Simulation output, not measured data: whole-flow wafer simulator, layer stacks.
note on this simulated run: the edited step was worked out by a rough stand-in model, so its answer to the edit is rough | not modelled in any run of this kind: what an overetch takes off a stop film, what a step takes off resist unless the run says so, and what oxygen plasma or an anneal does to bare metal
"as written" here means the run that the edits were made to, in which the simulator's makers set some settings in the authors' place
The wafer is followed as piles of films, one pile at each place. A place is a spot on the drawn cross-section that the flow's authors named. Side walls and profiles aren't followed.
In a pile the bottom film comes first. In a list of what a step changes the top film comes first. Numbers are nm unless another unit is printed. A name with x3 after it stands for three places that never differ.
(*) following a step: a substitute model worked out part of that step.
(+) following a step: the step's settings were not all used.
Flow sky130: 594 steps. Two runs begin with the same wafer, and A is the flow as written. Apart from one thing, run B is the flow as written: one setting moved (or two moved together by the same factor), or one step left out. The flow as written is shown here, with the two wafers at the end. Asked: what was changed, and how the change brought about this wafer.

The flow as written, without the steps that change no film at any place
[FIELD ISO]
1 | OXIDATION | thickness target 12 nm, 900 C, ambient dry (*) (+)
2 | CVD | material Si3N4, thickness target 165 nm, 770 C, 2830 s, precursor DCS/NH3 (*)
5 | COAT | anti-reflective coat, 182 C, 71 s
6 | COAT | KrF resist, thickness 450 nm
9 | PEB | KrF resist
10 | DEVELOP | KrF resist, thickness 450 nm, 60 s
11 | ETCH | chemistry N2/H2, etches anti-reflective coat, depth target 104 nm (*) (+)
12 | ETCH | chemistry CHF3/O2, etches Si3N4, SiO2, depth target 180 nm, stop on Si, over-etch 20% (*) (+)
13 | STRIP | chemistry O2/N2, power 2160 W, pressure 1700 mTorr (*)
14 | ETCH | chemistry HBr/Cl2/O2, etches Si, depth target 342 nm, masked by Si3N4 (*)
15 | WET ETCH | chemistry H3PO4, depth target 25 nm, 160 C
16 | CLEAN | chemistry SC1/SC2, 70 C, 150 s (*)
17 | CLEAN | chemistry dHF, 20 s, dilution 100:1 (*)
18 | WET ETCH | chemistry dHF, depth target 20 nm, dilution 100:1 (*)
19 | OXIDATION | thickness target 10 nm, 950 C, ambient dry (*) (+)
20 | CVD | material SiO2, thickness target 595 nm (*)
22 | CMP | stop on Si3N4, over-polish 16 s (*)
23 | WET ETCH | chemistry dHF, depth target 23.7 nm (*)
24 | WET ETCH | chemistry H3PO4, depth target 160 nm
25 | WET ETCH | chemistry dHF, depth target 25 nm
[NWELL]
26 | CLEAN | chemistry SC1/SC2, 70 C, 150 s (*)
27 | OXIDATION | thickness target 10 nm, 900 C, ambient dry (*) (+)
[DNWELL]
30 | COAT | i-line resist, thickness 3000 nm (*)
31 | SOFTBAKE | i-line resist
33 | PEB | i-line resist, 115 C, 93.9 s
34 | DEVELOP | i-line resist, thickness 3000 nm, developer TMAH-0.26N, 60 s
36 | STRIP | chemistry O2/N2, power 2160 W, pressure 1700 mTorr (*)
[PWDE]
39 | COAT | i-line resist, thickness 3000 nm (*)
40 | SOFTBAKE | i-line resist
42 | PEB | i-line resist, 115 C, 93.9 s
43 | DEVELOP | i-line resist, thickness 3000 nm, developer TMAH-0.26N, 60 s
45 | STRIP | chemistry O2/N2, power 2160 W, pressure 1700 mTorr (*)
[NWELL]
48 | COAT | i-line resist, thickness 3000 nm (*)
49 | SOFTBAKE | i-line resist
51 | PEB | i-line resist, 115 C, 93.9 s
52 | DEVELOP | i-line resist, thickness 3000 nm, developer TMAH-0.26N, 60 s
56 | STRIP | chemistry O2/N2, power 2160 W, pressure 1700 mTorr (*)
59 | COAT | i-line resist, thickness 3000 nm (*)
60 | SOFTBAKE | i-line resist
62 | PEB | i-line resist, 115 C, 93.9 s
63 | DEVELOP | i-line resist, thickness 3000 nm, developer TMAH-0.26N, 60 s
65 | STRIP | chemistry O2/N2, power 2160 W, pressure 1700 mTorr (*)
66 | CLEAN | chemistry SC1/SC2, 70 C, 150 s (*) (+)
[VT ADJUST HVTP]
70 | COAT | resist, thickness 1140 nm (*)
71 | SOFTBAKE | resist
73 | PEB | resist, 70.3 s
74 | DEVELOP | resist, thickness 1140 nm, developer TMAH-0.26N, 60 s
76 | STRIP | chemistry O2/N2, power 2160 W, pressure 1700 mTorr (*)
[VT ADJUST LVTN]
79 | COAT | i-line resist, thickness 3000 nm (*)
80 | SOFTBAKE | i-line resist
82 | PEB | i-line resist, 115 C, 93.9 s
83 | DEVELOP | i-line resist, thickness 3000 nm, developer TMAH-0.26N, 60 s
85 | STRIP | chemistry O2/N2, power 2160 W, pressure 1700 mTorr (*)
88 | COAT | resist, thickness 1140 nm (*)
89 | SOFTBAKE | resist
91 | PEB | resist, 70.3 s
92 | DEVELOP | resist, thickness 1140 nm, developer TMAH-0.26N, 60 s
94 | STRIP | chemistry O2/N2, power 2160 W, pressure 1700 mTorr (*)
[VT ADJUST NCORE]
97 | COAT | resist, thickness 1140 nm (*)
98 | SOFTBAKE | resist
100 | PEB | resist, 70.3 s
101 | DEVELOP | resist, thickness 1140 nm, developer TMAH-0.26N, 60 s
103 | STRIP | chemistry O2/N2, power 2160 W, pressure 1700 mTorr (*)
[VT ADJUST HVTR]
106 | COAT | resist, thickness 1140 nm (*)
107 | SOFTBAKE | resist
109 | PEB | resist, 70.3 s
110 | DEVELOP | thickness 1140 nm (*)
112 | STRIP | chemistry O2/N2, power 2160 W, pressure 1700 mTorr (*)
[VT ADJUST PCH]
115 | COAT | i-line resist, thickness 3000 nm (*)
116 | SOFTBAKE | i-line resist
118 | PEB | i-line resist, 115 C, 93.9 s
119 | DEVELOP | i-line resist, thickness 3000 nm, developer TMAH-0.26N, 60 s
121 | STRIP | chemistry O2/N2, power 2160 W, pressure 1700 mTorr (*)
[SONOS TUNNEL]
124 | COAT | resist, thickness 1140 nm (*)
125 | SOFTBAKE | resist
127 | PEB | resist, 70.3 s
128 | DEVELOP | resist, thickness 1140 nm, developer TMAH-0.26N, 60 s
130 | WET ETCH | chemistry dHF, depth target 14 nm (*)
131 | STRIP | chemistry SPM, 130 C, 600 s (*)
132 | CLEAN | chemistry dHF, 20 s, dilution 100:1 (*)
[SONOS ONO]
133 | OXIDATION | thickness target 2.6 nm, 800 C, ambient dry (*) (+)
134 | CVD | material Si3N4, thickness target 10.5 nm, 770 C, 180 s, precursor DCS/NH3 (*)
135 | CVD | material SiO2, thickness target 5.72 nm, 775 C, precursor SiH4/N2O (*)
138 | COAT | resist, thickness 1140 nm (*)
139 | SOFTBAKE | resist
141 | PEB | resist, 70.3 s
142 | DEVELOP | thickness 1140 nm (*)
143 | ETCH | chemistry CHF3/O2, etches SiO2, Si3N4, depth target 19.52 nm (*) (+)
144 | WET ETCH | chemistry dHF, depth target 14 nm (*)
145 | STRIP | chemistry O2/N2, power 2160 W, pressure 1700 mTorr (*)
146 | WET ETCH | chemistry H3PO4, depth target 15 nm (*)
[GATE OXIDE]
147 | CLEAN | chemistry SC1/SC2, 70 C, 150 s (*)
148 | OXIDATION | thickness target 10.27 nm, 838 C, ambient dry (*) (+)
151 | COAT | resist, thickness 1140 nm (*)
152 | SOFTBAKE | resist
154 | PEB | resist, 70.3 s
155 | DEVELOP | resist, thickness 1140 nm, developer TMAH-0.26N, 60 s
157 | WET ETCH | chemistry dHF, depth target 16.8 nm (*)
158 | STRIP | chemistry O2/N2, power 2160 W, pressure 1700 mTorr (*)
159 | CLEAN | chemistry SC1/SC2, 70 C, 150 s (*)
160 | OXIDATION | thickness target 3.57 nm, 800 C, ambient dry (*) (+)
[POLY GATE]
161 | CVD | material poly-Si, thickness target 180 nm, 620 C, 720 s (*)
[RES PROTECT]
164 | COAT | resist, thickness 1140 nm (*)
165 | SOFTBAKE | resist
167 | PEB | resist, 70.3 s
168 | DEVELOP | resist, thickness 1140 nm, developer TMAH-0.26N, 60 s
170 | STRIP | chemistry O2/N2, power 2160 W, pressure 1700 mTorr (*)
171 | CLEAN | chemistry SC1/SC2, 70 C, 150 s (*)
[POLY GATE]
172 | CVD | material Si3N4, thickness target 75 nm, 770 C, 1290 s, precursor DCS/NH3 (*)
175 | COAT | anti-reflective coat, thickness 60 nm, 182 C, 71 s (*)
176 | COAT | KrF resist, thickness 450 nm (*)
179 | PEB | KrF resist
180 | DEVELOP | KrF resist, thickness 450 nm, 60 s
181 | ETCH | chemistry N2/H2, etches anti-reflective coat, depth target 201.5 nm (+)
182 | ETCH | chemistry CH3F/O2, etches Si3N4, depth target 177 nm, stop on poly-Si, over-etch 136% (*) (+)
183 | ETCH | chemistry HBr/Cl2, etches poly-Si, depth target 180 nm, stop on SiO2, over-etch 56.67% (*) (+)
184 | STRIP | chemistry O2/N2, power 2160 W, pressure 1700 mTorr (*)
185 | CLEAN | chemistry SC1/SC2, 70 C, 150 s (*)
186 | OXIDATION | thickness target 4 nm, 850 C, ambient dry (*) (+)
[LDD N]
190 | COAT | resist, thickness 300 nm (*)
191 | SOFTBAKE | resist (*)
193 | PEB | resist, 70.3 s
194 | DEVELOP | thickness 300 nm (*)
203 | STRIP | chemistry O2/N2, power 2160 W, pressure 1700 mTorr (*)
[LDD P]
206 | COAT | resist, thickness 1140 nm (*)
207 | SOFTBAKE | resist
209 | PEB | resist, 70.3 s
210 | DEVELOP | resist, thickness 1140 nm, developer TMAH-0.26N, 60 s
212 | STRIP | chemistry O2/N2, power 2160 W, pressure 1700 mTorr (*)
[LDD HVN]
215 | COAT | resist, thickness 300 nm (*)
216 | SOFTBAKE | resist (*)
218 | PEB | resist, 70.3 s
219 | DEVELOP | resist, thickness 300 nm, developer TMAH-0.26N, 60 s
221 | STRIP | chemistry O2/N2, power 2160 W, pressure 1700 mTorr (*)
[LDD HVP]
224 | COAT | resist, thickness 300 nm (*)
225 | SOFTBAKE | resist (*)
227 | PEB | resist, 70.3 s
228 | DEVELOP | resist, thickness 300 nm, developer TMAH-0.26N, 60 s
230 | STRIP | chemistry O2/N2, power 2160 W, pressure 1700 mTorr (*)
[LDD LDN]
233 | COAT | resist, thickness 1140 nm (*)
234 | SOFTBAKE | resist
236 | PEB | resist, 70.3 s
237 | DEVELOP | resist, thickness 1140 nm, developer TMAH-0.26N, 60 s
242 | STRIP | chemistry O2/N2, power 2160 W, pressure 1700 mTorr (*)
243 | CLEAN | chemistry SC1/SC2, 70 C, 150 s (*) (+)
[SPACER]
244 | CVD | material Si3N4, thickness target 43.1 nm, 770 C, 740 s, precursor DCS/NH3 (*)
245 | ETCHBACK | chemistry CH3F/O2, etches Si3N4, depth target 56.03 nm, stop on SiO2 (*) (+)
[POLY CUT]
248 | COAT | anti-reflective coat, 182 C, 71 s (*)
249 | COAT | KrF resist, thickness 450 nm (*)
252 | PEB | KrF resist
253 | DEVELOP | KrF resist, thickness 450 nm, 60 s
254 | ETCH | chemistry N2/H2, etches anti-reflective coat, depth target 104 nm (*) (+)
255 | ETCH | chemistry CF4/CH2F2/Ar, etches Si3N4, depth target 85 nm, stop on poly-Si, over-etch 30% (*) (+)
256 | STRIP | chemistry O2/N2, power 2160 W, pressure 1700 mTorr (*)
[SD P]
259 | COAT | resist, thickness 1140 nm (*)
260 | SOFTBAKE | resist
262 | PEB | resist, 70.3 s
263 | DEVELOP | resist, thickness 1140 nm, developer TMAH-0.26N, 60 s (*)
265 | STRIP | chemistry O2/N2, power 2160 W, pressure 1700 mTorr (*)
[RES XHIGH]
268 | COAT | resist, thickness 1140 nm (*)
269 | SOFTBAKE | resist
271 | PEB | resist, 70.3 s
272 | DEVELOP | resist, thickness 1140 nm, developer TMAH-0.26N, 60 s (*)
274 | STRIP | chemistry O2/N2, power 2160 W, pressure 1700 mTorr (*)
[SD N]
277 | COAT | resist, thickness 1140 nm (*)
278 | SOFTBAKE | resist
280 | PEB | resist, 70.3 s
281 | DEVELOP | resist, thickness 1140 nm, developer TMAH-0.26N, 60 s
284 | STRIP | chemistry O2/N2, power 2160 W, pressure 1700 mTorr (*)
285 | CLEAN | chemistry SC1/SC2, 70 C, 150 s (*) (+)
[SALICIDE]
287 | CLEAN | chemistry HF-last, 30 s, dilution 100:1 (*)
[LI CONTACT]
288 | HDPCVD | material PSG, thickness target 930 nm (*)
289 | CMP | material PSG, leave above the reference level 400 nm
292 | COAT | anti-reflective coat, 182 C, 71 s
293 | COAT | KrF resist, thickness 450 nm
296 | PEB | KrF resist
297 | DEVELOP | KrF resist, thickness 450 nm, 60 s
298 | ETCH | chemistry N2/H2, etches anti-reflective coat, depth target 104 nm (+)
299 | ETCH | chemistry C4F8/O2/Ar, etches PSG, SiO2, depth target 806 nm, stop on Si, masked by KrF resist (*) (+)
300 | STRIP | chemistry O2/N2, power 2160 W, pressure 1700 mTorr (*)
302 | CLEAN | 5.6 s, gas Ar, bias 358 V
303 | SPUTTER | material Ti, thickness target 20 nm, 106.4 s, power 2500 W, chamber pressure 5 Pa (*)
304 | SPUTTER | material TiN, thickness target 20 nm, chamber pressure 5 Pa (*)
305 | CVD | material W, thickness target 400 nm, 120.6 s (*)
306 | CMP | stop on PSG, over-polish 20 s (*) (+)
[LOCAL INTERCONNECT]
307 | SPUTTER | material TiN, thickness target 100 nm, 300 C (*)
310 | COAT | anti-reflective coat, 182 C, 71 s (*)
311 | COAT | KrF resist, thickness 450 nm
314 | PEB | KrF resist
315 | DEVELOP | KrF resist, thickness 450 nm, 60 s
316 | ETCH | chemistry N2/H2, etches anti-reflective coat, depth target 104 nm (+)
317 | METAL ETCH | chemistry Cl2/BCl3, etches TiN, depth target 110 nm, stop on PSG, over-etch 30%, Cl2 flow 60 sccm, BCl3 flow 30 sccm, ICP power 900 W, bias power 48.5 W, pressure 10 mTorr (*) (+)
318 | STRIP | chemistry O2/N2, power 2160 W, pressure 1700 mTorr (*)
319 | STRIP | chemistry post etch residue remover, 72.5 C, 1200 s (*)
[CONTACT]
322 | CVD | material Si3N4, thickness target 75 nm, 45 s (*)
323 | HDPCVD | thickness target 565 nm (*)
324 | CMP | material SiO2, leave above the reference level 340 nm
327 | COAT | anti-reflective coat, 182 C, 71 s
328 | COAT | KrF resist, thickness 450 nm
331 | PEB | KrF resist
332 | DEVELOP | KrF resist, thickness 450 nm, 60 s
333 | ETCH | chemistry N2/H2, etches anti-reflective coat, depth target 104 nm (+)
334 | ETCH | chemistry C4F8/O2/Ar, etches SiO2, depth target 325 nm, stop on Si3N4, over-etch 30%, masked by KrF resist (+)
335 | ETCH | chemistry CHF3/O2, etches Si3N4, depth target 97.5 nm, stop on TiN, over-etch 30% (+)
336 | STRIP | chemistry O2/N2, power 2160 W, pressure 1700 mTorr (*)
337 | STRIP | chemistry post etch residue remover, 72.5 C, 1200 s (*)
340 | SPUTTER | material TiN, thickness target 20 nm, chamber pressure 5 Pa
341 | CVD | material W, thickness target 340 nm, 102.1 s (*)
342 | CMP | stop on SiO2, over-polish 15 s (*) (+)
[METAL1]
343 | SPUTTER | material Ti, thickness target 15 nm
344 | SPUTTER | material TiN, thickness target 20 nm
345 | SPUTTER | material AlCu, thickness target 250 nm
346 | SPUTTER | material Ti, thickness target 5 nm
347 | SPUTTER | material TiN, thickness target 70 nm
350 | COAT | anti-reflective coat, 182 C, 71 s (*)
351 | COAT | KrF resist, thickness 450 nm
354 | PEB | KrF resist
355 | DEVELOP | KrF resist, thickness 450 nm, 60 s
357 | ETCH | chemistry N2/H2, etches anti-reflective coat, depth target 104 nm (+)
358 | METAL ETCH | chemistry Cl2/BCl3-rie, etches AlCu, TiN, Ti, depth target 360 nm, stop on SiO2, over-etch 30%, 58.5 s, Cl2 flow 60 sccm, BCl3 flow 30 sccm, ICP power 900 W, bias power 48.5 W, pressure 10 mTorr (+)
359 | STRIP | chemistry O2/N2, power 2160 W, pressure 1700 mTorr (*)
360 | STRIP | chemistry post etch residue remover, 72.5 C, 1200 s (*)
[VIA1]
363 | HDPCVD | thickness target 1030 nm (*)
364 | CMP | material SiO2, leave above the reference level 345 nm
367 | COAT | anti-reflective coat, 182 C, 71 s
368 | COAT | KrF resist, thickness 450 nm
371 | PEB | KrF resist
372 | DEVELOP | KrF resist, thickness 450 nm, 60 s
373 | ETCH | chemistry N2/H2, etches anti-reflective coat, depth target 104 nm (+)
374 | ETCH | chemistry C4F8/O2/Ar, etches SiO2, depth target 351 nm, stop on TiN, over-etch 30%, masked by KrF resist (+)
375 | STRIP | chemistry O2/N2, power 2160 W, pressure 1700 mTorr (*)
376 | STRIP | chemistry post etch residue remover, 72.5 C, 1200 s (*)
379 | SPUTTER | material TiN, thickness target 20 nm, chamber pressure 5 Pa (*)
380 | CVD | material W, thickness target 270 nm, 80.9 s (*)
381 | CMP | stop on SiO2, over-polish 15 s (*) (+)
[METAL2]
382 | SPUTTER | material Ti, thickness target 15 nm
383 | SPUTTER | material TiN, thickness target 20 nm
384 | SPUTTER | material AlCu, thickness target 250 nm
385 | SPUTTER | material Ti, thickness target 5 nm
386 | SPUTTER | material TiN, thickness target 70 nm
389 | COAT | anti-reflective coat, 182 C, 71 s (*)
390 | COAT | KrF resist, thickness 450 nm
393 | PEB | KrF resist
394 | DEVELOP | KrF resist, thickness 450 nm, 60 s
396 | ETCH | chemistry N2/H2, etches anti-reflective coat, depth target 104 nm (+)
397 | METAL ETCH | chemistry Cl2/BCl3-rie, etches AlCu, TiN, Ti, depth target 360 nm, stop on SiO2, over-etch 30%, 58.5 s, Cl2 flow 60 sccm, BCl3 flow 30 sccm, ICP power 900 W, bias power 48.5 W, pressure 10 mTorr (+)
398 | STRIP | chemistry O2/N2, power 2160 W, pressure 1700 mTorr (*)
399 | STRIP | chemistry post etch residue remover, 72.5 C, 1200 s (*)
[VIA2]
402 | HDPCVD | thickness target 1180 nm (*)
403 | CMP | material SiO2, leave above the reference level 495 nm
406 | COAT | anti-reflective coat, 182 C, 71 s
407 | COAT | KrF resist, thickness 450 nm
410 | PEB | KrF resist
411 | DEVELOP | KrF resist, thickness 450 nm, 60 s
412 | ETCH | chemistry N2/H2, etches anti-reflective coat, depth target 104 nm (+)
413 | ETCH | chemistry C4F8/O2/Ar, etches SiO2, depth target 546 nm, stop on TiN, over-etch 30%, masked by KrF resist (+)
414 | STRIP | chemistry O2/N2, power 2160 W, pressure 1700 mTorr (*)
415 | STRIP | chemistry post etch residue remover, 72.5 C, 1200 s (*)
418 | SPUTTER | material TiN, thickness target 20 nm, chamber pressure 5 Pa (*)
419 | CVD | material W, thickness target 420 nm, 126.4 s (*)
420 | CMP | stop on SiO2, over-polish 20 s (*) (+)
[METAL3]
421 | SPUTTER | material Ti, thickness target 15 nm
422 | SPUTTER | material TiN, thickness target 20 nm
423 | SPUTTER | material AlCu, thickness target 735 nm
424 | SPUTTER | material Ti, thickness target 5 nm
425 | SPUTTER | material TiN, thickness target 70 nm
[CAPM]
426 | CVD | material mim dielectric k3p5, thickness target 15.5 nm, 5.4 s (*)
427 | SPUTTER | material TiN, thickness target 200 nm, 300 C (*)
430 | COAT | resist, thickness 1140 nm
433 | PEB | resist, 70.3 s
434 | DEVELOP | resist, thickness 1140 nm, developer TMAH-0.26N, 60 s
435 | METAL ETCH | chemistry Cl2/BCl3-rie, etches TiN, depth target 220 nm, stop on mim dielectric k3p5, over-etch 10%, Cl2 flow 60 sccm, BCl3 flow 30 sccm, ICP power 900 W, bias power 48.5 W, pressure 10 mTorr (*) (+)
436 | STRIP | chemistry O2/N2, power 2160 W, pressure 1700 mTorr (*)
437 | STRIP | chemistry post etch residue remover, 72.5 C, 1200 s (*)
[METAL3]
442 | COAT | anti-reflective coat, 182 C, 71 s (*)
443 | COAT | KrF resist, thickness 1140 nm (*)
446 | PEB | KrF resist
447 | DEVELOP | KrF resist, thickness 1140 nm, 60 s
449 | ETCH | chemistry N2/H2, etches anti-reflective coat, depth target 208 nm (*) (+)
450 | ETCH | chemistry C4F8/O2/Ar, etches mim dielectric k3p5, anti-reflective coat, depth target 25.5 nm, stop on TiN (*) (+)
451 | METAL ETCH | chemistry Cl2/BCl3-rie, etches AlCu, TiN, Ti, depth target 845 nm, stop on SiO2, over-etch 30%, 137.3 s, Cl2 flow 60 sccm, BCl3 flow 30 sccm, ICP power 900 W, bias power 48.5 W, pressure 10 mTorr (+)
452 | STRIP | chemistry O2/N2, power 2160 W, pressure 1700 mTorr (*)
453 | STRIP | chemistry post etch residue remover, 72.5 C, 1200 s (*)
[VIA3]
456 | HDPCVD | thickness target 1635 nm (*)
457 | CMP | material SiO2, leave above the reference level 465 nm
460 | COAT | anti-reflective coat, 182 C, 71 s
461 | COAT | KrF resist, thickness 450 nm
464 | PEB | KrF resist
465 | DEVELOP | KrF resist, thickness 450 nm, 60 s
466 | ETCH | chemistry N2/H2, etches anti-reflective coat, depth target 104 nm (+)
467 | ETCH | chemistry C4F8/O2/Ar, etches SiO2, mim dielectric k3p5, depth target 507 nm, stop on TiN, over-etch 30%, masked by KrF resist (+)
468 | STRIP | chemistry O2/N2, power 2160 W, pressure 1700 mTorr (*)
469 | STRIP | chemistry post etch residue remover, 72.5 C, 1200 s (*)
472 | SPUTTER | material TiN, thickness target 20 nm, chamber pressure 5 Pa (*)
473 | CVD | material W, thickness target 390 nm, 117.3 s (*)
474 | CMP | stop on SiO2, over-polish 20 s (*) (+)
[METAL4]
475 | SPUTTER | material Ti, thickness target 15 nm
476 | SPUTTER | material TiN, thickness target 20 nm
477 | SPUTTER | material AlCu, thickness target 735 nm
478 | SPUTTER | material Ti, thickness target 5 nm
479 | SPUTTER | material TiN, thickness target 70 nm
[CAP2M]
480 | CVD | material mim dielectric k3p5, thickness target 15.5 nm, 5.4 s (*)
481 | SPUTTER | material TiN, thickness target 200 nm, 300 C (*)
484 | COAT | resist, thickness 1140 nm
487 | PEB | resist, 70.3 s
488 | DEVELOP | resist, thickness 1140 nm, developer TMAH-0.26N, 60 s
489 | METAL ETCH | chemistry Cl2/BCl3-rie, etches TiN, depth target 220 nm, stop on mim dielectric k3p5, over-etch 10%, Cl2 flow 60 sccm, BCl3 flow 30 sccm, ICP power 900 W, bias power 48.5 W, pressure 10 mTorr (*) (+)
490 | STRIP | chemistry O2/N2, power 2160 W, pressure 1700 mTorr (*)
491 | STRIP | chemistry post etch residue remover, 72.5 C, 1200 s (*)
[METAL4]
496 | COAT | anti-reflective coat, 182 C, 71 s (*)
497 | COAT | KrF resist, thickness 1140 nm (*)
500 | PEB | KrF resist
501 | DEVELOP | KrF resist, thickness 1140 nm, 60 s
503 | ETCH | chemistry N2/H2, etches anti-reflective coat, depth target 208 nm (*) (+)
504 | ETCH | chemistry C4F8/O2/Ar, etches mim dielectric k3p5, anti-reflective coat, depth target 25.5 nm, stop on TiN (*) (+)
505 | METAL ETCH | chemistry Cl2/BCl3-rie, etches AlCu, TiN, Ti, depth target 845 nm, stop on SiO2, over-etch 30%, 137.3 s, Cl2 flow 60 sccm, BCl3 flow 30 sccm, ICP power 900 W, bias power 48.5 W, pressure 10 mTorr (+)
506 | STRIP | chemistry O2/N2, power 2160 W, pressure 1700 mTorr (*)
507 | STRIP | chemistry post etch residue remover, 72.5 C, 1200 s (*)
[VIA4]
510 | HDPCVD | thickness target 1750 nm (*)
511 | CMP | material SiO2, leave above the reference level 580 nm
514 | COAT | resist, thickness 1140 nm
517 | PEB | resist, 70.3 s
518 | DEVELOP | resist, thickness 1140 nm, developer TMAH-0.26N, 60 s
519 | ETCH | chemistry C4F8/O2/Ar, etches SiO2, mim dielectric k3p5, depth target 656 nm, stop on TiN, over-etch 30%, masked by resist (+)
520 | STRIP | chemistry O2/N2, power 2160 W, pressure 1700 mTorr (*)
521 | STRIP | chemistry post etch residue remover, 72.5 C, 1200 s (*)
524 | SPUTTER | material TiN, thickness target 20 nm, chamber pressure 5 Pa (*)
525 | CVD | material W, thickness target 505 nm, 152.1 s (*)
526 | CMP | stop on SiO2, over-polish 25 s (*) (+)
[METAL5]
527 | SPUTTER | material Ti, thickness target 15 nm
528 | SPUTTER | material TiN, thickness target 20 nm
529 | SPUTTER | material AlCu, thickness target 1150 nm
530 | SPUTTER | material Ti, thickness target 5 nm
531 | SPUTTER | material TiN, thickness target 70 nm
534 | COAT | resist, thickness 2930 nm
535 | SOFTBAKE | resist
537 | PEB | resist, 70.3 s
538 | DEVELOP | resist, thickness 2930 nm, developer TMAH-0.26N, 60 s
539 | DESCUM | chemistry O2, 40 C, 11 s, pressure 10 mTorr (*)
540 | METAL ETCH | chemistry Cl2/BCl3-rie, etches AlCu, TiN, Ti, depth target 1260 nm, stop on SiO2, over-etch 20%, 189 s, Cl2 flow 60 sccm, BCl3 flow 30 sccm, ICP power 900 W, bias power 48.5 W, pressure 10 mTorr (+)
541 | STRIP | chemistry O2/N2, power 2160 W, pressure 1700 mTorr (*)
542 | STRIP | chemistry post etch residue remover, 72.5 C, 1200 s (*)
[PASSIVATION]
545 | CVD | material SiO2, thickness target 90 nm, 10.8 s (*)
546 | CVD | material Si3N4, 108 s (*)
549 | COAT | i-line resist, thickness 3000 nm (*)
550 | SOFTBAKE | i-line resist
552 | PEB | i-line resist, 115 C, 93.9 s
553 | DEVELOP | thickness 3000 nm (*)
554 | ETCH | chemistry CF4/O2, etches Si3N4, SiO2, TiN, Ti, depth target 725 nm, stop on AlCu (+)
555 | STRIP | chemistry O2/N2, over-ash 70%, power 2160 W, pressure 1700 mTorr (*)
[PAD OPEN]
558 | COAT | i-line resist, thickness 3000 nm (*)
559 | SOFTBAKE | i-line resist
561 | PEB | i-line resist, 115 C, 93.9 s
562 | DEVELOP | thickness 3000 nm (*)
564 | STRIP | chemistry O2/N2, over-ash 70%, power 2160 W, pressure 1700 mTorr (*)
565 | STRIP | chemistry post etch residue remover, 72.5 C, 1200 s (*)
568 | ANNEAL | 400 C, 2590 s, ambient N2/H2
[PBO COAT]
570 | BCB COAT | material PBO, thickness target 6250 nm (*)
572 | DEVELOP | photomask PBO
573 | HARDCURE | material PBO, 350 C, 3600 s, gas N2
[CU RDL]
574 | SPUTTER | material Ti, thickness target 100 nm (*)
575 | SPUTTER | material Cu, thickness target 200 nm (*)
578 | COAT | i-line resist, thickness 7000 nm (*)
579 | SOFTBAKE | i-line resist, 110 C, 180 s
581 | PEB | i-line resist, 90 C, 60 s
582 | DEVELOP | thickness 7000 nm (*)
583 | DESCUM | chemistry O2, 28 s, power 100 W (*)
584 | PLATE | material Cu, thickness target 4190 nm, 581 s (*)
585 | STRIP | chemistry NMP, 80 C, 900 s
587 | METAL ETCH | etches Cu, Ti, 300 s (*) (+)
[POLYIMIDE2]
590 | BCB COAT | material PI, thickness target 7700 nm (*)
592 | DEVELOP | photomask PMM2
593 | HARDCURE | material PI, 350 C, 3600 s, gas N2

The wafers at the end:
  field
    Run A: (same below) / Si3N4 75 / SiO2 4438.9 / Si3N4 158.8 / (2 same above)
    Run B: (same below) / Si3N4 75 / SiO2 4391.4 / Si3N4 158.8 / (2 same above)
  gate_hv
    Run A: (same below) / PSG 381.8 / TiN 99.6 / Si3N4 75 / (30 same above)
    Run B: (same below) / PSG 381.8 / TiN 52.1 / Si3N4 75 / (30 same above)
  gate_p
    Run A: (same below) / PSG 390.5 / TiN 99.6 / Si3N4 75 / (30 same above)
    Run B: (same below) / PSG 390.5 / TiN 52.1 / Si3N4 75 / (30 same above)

What caused this: step 307, SPUTTER: thickness target 52.5 nm was run, though the flow has thickness target 100 nm.

How this came from the change, step by step:
  307 | SPUTTER | material TiN, thickness target 100 nm, 300 C (*)
      field, active, n_well and 188 more: A TiN gains 100 (new film) | B TiN gains 52.5 (new film)
  317 | METAL ETCH | chemistry Cl2/BCl3, etches TiN, depth target 110 nm, stop on PSG, over-etch 30%, Cl2 flow 60 sccm, BCl3 flow 30 sccm, ICP power 900 W, bias power 48.5 W, pressure 10 mTorr (*) (+)
      n_well, p_well, gate_hv and 97 more: A KrF resist loses 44 | B KrF resist loses 26.6
      field, active, gate and 88 more: A TiN loses 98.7 (all of it) | B TiN loses 51.2 (all of it)
  318 | STRIP | chemistry O2/N2, power 2160 W, pressure 1700 mTorr (*)
      n_well, p_well, gate_hv and 93 more: A KrF resist loses 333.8 (all of it), anti-reflective coat loses 80 (all of it) | B KrF resist loses 351.2 (all of it), anti-reflective coat loses 80 (all of it)
      poly_licon, ndiff_licon, ndiff_licon_cpp, rpo_hd_licon: A KrF resist loses 333.9 (all of it), anti-reflective coat loses 80.5 (all of it) | B KrF resist loses 351.3 (all of it), anti-reflective coat loses 80.5 (all of it)
  324 | CMP | material SiO2, leave above the reference level 340 nm
      field, active, gate and 88 more: A SiO2 loses 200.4 | B SiO2 loses 247.9
